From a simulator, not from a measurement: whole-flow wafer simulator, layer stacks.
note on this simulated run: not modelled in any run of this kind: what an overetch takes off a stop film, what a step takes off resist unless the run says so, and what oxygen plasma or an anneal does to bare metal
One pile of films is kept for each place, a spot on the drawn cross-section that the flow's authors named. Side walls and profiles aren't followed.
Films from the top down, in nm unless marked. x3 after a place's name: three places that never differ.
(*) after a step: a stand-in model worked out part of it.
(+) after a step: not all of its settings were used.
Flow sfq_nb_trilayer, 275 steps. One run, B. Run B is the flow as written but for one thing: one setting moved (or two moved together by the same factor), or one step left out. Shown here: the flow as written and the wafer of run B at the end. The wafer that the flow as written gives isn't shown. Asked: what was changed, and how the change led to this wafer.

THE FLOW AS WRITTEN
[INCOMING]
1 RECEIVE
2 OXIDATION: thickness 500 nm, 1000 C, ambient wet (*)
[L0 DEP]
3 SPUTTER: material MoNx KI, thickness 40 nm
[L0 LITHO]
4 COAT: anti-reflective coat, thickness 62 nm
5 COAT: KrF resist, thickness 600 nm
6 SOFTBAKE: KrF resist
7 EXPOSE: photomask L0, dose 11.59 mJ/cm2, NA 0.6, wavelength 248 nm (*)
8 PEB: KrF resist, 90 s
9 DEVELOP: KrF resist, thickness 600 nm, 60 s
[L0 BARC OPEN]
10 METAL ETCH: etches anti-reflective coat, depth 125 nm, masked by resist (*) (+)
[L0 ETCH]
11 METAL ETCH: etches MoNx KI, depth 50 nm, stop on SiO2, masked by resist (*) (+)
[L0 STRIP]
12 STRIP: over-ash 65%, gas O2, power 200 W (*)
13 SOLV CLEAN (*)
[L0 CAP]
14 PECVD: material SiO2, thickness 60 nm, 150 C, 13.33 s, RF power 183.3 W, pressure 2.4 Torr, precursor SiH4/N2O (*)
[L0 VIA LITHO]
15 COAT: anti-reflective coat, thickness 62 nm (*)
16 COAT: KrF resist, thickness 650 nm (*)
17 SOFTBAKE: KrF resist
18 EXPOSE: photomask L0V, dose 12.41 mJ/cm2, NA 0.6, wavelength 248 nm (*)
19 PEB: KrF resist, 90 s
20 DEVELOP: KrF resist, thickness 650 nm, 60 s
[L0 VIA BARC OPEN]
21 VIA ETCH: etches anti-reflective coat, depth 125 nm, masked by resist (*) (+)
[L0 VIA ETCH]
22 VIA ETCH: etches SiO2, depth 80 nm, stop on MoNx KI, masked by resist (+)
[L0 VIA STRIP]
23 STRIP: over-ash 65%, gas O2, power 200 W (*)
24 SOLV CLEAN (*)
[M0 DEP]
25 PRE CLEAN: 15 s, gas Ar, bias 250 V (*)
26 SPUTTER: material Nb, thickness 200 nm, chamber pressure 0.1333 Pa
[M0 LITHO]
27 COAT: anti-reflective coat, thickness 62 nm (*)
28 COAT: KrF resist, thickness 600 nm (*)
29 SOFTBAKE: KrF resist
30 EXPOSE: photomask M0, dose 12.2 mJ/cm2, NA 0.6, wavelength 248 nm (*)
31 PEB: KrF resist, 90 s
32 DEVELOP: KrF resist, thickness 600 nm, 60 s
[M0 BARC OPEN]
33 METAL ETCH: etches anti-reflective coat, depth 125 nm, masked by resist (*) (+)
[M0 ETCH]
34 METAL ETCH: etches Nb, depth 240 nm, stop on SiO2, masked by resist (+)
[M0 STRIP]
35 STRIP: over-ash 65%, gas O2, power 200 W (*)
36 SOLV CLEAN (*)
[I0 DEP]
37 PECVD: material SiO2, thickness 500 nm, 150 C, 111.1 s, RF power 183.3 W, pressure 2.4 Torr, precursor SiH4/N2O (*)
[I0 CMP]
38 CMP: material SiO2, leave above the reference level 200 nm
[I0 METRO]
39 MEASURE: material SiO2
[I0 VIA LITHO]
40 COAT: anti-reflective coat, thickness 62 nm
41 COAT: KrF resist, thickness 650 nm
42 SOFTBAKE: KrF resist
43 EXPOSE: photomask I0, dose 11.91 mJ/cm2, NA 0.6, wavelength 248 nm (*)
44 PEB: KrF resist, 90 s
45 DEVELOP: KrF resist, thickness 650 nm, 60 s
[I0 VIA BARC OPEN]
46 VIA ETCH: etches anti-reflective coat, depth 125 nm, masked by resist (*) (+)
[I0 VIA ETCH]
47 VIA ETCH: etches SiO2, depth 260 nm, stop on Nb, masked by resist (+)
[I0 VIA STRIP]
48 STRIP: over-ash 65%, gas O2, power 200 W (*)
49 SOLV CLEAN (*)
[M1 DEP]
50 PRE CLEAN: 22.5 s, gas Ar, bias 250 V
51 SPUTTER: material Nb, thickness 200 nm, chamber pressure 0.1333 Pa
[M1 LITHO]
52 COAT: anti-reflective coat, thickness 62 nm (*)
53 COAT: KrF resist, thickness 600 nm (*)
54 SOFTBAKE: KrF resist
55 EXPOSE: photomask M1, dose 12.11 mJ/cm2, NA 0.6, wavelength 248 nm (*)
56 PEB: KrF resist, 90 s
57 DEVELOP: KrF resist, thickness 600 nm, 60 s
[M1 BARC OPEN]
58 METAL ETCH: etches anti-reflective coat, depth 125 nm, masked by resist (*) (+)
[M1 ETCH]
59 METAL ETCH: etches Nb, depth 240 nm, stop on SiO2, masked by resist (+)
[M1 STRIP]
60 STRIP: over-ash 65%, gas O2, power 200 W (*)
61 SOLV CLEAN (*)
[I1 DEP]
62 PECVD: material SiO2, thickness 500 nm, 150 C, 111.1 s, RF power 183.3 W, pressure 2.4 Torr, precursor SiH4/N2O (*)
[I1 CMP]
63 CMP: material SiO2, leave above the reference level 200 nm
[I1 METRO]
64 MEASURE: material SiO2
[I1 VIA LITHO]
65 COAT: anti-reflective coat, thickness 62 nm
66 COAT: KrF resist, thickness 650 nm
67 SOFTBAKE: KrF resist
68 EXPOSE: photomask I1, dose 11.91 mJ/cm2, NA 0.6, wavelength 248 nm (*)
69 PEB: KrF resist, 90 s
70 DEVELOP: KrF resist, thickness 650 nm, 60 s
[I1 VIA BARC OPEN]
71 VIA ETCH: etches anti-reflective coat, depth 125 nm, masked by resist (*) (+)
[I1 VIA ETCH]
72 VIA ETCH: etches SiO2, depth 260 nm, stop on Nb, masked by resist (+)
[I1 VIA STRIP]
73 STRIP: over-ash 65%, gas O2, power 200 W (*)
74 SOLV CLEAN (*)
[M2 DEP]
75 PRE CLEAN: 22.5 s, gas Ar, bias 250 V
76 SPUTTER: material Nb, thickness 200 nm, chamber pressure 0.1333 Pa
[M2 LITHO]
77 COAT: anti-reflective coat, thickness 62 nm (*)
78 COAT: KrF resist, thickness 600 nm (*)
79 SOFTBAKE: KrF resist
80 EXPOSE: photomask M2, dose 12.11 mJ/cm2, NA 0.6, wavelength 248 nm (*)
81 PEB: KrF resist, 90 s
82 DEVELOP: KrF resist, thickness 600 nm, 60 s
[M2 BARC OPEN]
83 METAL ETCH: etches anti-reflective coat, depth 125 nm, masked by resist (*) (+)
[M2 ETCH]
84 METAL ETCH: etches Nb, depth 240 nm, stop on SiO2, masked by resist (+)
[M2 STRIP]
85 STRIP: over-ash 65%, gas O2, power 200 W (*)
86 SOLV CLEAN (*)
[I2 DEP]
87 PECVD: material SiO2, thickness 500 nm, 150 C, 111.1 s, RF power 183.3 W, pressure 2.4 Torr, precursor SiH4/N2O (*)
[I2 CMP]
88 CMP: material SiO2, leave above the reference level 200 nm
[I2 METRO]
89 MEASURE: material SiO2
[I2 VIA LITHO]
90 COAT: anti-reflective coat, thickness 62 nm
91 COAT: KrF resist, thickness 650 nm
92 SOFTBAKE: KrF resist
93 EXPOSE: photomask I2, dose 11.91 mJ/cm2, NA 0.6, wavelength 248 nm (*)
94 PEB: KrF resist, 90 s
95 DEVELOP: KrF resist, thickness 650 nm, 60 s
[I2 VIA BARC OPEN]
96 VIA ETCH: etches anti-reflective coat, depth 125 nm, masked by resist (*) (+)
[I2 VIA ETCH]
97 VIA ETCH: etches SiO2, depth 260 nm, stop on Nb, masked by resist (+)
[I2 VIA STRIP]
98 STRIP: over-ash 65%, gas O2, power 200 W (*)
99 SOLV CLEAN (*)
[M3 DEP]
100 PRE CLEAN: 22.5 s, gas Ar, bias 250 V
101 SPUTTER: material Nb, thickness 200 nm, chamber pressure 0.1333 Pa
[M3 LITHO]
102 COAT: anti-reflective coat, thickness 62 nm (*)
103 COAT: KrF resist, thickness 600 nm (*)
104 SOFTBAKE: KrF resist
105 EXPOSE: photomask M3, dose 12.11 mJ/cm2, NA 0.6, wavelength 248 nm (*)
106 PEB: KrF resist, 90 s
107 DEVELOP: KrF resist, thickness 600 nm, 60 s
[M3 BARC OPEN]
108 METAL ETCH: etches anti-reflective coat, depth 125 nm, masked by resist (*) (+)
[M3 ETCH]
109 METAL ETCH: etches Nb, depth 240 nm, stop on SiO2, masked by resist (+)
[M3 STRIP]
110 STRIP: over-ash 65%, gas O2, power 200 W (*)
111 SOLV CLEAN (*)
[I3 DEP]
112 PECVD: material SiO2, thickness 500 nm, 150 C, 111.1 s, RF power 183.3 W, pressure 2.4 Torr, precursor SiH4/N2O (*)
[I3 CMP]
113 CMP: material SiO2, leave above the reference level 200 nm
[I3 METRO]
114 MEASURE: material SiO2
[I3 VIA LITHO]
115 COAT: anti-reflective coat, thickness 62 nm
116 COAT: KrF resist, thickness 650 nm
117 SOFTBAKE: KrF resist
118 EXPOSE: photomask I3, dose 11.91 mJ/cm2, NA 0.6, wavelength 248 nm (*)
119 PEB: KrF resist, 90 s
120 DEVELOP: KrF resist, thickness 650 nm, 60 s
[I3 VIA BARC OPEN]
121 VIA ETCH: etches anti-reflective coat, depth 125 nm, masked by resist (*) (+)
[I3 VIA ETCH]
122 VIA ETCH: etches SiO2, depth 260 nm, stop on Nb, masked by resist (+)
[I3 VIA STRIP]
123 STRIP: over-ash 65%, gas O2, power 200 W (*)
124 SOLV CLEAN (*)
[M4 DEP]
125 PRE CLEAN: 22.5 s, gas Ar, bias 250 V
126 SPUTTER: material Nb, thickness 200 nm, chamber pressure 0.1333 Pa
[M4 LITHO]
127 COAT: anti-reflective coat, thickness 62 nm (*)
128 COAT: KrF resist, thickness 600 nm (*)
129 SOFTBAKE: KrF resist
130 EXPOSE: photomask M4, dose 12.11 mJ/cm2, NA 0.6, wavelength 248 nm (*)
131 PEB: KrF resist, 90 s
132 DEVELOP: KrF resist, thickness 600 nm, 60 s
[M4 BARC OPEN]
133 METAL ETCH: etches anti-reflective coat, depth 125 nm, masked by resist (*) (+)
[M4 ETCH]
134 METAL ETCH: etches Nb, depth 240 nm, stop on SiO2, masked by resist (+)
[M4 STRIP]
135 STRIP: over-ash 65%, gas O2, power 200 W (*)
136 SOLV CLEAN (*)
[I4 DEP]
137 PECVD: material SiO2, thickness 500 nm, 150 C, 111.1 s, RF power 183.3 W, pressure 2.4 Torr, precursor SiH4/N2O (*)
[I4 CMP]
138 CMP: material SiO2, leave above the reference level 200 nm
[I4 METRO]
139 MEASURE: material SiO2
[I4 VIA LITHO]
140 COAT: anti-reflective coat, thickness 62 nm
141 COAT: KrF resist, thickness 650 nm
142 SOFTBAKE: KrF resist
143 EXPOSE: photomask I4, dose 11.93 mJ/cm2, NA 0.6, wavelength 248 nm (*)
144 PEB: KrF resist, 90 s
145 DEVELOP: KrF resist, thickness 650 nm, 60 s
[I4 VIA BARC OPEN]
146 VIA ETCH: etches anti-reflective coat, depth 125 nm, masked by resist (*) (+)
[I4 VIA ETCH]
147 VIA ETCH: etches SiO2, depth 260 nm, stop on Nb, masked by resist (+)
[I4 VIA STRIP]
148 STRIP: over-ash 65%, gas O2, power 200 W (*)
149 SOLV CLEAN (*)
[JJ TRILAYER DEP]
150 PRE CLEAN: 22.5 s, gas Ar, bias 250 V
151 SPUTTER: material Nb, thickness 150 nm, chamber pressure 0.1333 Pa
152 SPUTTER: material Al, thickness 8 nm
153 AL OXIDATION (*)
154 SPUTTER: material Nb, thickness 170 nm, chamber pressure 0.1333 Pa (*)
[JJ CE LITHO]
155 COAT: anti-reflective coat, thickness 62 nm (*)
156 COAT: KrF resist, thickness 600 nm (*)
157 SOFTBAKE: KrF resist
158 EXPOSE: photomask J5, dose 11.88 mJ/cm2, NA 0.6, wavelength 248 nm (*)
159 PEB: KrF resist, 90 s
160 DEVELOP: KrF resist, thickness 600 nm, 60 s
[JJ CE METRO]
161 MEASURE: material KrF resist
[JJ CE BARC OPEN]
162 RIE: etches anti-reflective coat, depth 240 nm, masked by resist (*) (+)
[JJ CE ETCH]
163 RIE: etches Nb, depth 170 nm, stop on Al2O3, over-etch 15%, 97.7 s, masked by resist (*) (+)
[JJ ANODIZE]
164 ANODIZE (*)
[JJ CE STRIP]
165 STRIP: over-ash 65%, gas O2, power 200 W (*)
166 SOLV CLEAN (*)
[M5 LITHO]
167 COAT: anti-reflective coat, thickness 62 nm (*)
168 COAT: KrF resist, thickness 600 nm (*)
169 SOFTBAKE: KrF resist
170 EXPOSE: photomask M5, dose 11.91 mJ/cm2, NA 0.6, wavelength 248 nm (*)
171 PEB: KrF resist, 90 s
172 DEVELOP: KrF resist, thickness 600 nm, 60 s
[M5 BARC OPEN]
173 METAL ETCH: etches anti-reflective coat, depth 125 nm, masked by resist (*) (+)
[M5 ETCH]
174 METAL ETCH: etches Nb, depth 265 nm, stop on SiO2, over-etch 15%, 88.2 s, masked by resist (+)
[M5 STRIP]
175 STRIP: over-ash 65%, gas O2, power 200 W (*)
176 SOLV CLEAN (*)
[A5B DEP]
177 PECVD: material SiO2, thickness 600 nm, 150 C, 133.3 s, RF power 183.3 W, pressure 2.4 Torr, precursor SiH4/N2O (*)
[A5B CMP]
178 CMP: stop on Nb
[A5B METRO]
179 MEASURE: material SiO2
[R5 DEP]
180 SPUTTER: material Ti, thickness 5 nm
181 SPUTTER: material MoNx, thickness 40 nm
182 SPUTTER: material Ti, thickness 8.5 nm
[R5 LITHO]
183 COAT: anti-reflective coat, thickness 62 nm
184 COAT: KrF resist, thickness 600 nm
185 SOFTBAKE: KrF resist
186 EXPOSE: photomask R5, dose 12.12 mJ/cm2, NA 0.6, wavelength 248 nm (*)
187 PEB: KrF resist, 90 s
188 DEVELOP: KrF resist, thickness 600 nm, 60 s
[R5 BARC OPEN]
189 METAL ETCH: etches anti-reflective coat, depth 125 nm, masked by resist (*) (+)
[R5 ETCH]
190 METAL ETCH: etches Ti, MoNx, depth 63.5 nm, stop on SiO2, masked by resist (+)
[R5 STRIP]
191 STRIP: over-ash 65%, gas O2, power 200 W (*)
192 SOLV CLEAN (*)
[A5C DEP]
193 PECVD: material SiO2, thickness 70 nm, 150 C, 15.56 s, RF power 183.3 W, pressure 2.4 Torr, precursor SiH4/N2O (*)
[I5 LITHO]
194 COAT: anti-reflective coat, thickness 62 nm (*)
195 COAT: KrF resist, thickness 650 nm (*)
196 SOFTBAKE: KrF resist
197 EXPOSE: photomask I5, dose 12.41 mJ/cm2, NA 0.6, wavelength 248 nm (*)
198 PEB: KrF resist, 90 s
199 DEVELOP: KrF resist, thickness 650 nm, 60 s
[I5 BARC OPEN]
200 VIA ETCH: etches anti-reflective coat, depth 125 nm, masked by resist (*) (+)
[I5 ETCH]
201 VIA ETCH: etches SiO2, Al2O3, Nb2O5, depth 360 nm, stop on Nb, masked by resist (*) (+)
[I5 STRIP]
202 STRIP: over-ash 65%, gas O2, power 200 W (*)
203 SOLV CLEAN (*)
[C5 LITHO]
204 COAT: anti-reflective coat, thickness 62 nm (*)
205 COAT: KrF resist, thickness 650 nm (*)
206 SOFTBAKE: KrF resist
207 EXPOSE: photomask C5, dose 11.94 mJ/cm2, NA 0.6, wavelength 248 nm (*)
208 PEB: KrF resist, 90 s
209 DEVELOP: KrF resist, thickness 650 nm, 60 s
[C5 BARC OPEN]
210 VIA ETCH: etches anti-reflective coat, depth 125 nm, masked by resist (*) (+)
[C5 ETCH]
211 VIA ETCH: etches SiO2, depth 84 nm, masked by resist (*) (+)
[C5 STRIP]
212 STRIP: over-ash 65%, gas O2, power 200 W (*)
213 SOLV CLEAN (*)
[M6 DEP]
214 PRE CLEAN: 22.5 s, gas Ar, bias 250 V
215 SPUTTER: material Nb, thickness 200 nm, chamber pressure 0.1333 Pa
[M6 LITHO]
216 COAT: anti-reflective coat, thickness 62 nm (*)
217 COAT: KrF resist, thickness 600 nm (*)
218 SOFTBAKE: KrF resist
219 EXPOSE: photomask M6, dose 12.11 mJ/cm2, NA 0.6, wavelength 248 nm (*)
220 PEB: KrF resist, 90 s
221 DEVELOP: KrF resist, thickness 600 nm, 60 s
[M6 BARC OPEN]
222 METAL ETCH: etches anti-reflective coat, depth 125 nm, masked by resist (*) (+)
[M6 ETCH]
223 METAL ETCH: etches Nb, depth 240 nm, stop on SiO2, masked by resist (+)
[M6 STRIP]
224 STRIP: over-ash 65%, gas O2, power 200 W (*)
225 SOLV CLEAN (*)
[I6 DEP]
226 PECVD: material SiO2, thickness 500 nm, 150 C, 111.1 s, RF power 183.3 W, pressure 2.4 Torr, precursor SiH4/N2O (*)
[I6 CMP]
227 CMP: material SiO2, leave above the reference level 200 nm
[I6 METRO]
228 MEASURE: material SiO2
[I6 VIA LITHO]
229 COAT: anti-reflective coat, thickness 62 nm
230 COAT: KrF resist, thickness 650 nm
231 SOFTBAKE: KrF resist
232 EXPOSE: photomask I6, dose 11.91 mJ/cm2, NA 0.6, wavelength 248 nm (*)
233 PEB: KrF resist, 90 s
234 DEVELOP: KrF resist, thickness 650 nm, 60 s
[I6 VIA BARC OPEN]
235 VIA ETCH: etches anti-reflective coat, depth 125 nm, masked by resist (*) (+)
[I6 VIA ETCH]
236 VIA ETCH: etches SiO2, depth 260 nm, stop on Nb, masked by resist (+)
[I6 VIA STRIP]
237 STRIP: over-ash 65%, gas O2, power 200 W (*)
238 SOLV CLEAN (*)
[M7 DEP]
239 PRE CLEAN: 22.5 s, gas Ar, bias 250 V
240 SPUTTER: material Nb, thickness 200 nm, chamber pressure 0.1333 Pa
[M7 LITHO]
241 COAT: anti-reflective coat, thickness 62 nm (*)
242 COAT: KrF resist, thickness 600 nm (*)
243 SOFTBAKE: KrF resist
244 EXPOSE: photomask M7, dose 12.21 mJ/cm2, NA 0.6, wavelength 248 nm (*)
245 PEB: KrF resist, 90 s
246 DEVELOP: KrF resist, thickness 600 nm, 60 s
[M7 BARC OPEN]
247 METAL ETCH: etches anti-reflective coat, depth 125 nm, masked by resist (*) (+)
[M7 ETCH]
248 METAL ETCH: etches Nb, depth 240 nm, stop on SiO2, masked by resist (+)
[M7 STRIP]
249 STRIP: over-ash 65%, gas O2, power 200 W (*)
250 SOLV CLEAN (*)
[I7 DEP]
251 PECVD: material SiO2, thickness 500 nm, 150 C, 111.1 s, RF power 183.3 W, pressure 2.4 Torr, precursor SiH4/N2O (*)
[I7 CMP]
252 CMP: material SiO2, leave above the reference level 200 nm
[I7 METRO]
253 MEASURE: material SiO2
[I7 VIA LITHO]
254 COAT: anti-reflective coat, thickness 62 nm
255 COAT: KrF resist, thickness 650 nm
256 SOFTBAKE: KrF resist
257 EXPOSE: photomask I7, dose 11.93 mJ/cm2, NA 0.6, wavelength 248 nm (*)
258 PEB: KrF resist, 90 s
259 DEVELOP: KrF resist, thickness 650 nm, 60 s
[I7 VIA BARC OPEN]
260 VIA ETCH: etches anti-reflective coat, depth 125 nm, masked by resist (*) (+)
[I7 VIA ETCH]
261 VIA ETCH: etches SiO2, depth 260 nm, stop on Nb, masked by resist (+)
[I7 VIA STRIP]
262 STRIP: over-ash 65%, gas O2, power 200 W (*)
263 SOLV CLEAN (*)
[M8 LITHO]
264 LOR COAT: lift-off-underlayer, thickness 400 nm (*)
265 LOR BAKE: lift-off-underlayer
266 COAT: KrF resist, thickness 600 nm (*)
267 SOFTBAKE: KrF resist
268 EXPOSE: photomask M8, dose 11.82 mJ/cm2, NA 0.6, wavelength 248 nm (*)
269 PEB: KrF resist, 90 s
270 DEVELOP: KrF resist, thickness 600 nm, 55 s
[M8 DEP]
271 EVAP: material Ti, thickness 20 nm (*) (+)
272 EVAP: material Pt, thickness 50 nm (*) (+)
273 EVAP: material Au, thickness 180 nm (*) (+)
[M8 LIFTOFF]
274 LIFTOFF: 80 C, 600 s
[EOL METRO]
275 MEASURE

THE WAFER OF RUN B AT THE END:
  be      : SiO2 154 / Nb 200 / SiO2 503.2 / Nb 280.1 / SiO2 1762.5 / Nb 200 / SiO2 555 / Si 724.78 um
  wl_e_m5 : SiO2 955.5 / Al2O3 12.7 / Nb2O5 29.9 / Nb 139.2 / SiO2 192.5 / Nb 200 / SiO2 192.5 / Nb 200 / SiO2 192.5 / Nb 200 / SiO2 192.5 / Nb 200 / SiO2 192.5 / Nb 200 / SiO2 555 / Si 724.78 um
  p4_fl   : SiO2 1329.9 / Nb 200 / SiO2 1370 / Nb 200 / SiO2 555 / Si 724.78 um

The cause: step 252, CMP: leave above the reference level 154 nm was run, where the flow has leave above the reference level 200 nm.
It can be read off the wafer: be has SiO2 154, and step 252 as written asks for 200 nm.

How the change led to this, step by step:
  252 CMP: material SiO2, leave above the reference level 200 nm
      field_l, p4_fl, p4_fm and 56 more: SiO2 -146 (as written it would be: SiO2 -100)
      v_sur, via_wl, via_w and 37 more: SiO2 -346 (as written it would be: SiO2 -300)
      (and at 7 more places)
  261 VIA ETCH: etches SiO2, depth 260 nm, stop on Nb, masked by resist (+)
      field_l, v_sur, via_sp and 100 more: KrF resist -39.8 (as written it would be: KrF resist -44.8)
      via_wl, via_w, via_wr: SiO2 -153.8 (all of it) (as written it would be: SiO2 -199.8 (all of it))
  264 LOR COAT: lift-off-underlayer, thickness 400 nm (*)
      via_wl, via_wr: lift-off-underlayer +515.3 (new film) (as written it would be: lift-off-underlayer +549.8 (new film))
      via_w: lift-off-underlayer +505 (new film) (as written it would be: lift-off-underlayer +536.4 (new film))
  270 DEVELOP: KrF resist, thickness 600 nm, 55 s
      via_wl: KrF resist -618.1 (all of it), lift-off-underlayer -515.3 (all of it) (as written it would be: KrF resist -623.9 (all of it), lift-off-underlayer -549.8 (all of it))
      via_w: KrF resist -627 (all of it), lift-off-underlayer -505 (all of it) (as written it would be: KrF resist -635.4 (all of it), lift-off-underlayer -536.4 (all of it))
      (and at 1 more place)
